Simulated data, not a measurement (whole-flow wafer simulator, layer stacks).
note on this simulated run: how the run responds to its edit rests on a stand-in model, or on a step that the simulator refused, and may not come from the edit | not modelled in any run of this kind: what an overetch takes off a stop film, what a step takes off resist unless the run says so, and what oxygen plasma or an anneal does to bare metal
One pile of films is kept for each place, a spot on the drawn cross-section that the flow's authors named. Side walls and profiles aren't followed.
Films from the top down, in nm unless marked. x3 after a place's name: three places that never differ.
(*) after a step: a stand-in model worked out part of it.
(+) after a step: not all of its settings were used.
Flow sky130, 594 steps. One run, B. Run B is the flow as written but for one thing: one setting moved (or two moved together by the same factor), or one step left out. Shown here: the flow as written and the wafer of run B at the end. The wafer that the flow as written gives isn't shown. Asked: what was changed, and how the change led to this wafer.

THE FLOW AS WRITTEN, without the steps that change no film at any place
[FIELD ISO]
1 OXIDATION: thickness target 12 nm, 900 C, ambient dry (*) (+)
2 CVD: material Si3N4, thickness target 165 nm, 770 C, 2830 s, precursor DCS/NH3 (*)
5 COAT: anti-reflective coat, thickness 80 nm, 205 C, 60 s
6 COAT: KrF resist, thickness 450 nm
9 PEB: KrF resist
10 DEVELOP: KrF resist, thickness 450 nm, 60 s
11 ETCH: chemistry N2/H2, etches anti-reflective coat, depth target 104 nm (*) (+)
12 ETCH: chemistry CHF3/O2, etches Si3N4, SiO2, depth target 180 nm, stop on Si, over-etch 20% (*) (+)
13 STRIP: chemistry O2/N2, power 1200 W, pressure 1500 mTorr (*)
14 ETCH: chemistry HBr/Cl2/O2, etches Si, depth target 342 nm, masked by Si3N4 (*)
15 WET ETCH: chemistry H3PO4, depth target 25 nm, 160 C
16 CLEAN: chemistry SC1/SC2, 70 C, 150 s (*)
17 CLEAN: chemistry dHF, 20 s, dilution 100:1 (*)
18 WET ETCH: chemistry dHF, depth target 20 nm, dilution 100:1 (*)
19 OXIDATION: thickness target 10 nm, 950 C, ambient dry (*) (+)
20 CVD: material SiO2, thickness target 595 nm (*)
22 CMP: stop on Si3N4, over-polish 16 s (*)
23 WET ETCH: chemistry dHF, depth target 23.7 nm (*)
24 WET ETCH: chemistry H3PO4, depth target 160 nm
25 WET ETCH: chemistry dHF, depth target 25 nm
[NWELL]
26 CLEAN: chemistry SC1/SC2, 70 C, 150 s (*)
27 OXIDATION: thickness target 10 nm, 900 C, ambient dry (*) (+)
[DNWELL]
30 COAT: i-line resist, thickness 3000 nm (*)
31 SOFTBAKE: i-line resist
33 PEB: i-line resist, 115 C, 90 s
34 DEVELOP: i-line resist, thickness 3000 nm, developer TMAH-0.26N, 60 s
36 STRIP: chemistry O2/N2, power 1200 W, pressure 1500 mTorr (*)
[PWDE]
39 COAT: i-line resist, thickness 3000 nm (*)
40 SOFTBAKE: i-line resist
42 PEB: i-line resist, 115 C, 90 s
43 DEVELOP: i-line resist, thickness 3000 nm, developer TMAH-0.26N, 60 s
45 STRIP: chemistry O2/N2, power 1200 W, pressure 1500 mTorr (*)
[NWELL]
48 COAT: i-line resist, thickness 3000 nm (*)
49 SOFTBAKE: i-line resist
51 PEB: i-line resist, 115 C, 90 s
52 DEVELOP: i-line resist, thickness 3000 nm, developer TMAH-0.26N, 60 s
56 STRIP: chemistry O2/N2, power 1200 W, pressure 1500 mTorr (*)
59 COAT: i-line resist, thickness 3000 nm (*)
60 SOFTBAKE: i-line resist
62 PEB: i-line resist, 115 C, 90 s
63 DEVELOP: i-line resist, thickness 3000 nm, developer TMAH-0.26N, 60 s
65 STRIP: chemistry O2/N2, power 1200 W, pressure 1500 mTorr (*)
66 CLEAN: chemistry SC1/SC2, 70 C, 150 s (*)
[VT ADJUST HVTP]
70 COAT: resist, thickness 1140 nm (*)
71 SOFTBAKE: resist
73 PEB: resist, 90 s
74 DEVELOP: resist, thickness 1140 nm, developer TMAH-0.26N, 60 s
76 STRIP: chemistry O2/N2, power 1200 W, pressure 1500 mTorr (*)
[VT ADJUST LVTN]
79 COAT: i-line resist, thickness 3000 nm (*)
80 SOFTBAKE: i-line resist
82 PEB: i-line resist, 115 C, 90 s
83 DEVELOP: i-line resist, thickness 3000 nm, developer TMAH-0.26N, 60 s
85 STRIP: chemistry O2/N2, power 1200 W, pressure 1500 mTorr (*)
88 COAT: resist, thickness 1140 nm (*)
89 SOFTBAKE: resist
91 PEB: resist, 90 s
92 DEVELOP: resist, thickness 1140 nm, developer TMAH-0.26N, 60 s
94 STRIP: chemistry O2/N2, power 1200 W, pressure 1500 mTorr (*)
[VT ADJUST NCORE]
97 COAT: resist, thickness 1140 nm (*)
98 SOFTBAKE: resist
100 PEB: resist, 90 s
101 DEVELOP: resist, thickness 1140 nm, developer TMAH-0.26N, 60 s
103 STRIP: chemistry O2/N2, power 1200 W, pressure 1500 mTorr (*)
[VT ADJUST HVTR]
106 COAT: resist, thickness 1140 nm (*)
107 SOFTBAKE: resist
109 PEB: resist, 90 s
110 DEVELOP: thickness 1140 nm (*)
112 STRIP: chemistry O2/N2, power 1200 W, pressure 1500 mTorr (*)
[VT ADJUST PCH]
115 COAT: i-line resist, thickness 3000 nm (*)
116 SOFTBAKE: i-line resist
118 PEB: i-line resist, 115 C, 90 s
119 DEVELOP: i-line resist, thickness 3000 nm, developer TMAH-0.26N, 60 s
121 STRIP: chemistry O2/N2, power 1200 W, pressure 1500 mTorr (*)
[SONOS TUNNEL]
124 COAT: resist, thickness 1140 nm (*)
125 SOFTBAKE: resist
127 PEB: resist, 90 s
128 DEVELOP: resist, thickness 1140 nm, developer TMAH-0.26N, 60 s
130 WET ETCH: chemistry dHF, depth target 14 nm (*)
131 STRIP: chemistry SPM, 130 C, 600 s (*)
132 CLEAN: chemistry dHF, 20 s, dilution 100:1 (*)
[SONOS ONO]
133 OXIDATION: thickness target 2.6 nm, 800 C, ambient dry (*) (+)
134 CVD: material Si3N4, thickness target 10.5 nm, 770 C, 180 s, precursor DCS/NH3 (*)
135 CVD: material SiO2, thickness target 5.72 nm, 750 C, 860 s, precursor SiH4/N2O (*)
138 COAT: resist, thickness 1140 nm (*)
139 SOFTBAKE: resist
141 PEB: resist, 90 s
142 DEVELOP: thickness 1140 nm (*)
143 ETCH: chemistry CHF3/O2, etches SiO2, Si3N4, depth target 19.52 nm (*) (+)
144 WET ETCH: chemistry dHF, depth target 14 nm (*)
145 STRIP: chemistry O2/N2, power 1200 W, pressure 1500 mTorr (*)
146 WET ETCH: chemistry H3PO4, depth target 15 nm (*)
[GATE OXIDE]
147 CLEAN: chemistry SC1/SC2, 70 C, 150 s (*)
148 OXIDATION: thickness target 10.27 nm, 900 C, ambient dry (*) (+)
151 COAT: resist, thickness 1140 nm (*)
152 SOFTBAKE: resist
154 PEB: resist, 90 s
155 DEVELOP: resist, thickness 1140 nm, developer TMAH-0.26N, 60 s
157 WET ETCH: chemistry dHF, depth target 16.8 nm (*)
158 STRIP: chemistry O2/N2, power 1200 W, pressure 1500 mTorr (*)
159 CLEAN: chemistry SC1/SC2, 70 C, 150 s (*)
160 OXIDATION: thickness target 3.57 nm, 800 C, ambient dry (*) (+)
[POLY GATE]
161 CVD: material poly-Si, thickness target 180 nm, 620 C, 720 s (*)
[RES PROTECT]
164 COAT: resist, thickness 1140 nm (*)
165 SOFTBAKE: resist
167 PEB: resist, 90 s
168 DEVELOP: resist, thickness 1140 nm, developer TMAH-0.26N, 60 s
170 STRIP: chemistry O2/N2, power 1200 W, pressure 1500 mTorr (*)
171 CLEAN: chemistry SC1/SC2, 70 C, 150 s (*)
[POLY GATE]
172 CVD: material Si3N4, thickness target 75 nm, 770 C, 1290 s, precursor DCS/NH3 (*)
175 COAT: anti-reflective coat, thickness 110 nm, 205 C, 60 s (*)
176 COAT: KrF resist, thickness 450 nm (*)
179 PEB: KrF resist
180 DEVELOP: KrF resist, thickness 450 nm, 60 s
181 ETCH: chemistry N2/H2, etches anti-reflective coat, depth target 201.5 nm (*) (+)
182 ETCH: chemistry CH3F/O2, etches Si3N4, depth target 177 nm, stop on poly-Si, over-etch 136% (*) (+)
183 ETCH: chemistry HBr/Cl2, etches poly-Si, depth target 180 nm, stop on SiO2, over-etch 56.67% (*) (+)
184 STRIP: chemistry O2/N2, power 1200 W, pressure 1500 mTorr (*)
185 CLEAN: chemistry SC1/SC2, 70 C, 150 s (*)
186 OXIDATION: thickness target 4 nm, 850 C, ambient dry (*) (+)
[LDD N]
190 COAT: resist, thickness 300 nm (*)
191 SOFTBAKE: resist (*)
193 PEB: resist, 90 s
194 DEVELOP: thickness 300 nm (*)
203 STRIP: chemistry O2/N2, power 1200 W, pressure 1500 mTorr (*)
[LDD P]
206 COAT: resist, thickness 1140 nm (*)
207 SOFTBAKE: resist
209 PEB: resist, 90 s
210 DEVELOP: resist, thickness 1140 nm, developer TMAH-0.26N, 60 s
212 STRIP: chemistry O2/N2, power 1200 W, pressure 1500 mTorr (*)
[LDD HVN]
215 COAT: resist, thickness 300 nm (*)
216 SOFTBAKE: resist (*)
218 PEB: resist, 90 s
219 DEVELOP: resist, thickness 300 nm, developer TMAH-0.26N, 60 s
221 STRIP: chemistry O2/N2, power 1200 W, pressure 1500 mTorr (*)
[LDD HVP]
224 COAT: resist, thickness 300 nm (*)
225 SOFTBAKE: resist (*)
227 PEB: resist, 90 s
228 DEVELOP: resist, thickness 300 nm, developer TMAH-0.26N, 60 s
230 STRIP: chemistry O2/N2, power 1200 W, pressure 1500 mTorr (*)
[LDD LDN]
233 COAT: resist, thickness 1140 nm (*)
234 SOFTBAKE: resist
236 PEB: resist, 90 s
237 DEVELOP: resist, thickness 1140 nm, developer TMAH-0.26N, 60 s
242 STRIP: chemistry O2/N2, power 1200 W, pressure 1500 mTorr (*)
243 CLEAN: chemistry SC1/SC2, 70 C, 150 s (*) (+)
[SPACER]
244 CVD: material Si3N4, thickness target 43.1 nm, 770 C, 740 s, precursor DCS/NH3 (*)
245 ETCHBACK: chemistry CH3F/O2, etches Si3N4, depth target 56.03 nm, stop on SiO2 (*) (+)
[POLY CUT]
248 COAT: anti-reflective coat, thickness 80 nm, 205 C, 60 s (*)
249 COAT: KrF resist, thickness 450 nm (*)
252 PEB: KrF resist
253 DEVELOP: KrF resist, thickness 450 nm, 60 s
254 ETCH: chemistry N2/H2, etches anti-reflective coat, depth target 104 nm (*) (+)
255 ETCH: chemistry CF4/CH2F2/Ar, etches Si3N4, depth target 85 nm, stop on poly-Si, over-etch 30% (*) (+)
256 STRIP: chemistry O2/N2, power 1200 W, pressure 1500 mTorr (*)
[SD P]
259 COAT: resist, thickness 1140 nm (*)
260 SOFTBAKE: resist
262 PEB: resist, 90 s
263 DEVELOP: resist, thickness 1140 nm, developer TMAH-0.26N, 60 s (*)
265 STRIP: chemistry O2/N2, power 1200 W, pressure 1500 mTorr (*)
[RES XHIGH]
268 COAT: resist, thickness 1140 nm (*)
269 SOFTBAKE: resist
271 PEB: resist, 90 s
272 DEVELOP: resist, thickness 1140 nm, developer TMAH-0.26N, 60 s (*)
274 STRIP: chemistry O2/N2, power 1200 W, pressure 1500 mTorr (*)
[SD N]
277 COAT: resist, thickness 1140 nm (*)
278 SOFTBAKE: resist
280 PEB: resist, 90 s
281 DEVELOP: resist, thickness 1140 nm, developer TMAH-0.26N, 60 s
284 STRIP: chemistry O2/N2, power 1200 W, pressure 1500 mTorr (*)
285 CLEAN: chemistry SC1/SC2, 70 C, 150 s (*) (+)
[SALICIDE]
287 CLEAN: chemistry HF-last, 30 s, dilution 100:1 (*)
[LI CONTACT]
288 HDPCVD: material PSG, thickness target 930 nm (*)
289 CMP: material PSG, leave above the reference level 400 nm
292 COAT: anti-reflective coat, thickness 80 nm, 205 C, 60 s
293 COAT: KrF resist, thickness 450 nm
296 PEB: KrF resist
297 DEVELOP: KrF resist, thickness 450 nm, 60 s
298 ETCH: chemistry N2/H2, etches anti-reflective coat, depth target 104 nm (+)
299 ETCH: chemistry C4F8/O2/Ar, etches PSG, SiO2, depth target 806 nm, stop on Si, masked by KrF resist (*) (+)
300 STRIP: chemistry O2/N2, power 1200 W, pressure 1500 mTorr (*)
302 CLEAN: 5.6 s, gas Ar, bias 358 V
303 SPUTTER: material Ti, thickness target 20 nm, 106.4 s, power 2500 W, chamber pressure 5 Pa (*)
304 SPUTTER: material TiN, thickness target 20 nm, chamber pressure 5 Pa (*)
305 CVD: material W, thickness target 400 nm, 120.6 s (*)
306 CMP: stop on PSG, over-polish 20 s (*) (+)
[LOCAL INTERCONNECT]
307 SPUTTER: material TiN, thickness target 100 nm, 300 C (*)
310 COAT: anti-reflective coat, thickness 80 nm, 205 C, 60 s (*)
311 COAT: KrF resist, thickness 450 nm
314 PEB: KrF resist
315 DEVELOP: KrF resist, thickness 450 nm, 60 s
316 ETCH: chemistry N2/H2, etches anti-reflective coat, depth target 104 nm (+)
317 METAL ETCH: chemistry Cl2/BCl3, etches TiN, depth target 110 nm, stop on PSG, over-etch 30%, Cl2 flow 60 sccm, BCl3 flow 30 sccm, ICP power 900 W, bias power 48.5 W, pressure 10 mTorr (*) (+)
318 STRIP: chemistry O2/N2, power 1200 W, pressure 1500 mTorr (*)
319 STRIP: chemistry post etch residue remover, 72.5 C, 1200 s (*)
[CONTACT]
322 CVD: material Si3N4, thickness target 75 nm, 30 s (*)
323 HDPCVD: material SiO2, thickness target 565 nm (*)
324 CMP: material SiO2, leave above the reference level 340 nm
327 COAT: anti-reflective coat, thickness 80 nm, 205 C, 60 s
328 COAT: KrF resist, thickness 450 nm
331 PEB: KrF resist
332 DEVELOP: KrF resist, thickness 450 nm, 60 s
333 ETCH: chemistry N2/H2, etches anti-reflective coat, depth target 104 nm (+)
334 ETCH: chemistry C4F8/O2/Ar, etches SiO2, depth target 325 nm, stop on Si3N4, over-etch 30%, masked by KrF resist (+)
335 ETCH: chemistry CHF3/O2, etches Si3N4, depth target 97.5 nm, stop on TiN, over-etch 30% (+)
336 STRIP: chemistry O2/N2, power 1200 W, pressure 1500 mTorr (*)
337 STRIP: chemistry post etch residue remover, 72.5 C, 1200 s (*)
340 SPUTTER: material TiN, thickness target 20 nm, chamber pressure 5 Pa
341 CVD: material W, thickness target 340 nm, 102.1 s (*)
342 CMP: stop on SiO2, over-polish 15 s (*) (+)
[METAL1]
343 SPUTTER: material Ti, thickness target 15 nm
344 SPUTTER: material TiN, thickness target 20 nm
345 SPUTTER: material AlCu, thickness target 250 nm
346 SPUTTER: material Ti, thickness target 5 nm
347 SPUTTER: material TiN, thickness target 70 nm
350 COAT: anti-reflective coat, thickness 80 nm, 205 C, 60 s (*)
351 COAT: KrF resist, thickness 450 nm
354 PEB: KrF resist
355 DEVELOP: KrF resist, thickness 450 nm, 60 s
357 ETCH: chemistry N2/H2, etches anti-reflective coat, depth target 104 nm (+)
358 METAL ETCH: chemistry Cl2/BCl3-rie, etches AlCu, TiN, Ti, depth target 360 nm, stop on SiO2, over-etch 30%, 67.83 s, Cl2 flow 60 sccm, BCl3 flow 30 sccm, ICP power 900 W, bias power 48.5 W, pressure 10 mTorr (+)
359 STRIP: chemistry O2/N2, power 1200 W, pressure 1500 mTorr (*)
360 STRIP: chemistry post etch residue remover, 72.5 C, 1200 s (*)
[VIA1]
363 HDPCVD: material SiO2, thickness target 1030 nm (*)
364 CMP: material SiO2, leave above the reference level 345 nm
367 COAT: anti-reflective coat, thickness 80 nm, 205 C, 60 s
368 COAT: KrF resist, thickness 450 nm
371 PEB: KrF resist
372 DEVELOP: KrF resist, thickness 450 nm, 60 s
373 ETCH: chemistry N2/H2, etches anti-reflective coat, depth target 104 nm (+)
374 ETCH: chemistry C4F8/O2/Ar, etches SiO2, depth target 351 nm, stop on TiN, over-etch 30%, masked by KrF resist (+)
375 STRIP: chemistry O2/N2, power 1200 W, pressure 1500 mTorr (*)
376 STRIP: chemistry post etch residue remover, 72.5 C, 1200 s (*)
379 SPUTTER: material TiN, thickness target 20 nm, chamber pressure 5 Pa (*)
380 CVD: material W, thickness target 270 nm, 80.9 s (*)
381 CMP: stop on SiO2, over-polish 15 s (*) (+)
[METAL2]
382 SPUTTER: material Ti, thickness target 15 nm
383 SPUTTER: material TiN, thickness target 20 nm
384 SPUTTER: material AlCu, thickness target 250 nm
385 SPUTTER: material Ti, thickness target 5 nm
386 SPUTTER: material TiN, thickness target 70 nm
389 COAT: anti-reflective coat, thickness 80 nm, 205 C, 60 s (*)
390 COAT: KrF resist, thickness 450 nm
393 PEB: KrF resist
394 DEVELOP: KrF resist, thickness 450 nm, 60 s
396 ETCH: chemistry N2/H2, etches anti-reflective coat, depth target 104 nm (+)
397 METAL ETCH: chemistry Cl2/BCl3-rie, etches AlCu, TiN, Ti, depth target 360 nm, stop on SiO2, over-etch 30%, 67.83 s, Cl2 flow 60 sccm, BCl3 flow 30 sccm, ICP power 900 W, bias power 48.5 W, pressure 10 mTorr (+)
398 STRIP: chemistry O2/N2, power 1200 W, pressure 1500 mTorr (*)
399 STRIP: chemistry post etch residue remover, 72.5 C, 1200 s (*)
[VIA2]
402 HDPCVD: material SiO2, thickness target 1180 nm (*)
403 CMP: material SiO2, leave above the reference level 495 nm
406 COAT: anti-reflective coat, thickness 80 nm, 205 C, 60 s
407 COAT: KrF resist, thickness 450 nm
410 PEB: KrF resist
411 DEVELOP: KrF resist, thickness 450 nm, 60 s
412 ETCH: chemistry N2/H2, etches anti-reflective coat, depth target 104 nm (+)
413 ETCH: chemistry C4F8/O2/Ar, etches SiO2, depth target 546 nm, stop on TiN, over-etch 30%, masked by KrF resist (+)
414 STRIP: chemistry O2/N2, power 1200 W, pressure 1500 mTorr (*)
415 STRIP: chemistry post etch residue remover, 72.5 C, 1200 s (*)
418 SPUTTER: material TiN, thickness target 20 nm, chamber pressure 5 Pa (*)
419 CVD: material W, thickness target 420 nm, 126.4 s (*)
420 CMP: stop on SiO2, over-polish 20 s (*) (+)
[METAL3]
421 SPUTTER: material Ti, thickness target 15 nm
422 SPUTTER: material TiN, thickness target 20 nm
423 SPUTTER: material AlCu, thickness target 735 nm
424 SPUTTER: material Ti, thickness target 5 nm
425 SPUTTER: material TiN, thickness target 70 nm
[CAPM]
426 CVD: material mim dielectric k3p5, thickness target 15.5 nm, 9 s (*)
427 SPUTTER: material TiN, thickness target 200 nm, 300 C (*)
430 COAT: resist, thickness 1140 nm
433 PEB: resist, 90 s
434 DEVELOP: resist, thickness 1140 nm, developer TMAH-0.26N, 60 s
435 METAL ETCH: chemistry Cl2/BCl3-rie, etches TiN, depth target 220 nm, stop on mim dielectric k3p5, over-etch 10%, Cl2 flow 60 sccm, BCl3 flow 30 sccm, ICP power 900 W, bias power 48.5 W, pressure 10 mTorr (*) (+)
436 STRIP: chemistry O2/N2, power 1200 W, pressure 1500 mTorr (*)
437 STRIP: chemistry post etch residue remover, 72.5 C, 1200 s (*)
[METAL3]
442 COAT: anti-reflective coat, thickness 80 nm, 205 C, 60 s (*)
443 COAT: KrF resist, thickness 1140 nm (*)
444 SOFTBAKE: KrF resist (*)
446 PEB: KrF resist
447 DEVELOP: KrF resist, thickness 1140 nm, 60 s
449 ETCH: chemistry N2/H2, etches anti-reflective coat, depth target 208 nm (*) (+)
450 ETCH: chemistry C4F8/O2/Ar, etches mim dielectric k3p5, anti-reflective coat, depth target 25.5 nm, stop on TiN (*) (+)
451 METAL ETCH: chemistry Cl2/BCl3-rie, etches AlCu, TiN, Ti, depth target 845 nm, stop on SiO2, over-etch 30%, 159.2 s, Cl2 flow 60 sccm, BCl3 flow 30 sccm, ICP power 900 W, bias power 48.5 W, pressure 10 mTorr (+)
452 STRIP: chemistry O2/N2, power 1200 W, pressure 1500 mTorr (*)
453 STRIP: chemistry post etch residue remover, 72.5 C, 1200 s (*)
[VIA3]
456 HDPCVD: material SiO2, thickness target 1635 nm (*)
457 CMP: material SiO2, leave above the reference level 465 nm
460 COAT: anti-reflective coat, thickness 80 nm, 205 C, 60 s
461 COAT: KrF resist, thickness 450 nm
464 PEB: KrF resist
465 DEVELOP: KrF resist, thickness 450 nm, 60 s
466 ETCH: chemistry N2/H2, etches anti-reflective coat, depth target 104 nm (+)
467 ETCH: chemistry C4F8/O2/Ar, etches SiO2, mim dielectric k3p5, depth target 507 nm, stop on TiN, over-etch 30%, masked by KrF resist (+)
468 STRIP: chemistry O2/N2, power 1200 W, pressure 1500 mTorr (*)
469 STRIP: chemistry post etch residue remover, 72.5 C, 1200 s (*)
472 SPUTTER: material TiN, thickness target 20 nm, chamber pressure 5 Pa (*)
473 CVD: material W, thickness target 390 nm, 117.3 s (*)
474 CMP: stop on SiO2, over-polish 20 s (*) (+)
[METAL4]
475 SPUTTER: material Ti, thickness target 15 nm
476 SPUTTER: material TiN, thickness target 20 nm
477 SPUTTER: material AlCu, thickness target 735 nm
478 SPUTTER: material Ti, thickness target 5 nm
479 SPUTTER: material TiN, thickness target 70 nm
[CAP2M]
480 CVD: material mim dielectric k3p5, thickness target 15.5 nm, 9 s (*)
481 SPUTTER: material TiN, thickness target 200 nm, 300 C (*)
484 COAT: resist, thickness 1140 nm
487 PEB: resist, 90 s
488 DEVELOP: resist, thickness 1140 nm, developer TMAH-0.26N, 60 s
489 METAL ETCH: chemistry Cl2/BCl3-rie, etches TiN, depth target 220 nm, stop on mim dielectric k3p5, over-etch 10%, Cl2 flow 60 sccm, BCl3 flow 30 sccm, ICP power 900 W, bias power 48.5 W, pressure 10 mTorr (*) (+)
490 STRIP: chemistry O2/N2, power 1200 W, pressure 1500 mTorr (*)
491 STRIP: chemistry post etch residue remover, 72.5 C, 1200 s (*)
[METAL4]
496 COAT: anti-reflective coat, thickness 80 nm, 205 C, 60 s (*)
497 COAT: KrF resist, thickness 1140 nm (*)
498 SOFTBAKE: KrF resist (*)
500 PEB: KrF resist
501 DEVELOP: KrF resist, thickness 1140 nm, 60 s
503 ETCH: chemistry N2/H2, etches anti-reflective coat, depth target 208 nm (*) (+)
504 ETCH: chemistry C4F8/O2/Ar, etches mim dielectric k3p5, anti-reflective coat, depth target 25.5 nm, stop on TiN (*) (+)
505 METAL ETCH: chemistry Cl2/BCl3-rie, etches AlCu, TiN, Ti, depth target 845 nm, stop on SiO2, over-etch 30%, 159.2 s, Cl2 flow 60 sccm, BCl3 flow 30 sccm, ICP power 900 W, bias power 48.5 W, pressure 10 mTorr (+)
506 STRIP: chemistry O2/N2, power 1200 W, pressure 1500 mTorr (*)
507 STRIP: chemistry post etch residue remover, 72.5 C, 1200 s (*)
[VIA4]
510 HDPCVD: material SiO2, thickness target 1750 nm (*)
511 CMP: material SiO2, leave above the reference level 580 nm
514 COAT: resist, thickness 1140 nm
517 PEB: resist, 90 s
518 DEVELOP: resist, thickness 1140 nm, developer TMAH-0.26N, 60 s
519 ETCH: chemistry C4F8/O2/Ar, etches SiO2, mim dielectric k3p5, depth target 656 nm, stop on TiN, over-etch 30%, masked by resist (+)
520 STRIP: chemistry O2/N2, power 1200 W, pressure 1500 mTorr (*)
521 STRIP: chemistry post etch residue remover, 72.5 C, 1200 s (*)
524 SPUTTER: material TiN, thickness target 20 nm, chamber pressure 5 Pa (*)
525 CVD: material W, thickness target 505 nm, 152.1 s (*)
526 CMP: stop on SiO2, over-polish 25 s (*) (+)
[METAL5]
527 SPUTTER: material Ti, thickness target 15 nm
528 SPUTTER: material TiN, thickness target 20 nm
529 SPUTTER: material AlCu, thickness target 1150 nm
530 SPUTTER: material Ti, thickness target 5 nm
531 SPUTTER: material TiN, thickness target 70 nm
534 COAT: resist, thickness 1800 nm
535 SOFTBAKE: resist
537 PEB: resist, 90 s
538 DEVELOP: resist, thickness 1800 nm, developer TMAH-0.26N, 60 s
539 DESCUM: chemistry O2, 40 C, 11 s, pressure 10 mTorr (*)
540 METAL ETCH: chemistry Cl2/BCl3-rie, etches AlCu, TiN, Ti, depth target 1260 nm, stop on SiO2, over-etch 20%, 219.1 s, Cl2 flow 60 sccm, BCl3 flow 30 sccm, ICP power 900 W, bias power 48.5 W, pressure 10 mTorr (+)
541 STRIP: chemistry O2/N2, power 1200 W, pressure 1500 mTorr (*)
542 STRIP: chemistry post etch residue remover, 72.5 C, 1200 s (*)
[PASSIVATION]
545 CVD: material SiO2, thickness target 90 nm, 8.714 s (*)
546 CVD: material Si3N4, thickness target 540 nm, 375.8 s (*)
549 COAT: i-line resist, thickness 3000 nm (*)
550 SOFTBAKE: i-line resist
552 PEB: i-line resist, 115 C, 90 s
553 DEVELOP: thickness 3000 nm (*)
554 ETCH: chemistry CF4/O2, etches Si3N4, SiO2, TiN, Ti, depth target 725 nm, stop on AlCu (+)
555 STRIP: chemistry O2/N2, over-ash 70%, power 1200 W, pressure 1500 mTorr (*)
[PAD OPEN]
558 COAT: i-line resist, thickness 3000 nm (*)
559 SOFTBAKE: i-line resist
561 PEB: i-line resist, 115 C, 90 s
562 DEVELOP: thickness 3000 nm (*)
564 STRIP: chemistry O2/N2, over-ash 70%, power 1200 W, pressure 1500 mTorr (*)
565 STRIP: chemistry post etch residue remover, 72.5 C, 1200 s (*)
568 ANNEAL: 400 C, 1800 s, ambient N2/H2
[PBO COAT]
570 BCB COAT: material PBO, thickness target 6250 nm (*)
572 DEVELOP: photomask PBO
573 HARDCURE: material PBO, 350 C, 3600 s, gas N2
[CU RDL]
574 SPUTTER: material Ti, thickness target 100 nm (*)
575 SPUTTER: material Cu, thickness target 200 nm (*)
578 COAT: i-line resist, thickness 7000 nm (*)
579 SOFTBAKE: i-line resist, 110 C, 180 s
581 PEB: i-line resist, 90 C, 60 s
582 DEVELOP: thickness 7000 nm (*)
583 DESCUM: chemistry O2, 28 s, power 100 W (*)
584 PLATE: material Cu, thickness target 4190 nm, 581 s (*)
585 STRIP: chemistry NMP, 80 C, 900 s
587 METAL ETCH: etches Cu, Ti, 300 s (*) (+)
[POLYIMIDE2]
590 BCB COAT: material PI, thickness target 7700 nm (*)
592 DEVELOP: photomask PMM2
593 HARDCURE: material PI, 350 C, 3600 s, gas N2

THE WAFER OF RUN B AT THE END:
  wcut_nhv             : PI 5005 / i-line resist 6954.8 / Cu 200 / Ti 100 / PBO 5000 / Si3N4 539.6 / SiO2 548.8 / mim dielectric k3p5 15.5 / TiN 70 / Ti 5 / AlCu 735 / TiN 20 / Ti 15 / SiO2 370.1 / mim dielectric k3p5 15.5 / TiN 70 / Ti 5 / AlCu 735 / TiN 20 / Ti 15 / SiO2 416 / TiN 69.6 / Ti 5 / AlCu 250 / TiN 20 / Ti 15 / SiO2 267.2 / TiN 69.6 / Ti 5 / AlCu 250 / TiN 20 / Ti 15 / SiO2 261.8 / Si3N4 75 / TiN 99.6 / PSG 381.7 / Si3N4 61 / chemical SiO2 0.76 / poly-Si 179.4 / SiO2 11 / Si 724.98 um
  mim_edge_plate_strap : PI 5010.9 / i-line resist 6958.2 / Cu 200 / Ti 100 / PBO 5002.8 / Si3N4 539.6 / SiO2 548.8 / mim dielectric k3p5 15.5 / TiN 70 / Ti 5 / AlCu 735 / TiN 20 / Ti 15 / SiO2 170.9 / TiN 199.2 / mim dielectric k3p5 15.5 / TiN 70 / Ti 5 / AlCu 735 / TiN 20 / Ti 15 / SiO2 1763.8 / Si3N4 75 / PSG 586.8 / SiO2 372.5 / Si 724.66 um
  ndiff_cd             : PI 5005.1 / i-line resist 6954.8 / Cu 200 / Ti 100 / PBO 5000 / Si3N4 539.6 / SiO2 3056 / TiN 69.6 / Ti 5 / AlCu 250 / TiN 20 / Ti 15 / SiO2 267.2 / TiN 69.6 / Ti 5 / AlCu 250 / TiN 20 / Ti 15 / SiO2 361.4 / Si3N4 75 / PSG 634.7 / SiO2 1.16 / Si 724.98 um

The cause: step 585, STRIP: chemistry NMP, 80 C, 900 s, was left out.

How the change led to this, step by step:
  587 METAL ETCH: etches Cu, Ti, 300 s (*) (+)
      field, active, gate and 167 more: nothing (as written it would be: Cu -200 (all of it), Ti -100 (all of it))
  590 BCB COAT: material PI, thickness target 7700 nm (*)
      n_well, p_well, sd_n, sd_p: PI +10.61 um (new film) (as written it would be: PI +3345.9 (new film))
      mim: PI +10.54 um (new film) (as written it would be: PI +3640.8 (new film))
      (and at 72 more places)
  592 DEVELOP: photomask PMM2
      pad: PI -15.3 um (all of it) (as written it would be: PI -8030.8 (all of it))
  593 HARDCURE: material PI, 350 C, 3600 s, gas N2
      n_well, p_well, sd_n, sd_p: PI -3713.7 (as written it would be: PI -1171.1)
      gate_hv: PI -2717.4 (as written it would be: PI -2660.8)
      (and at 49 more places)
Counting metal films that touch as one body, wcut_nhv has 6 bodies (between them, from the top down: PBO 5000 / Si3N4 539.6 / SiO2 548.8 / mim dielectric k3p5 15.5; SiO2 370.1 / mim dielectric k3p5 15.5; SiO2 416; SiO2 267.2; SiO2 261.8 / Si3N4 75); the flow as written gives 5 bodies (between them, from the top down: SiO2 370.1 / mim dielectric k3p5 15.5; SiO2 416; SiO2 267.2; SiO2 261.8 / Si3N4 75).
Counting metal films that touch as one body, mim_edge_plate_strap has 4 bodies (between them, from the top down: PBO 5002.8 / Si3N4 539.6 / SiO2 548.8 / mim dielectric k3p5 15.5; SiO2 170.9; mim dielectric k3p5 15.5); the flow as written gives 3 bodies (between them, from the top down: SiO2 170.9; mim dielectric k3p5 15.5).
Counting metal films that touch as one body, ndiff_cd has 3 bodies (between them, from the top down: PBO 5000 / Si3N4 539.6 / SiO2 3056; SiO2 267.2); the flow as written gives 2 bodies (between them, from the top down: SiO2 267.2).
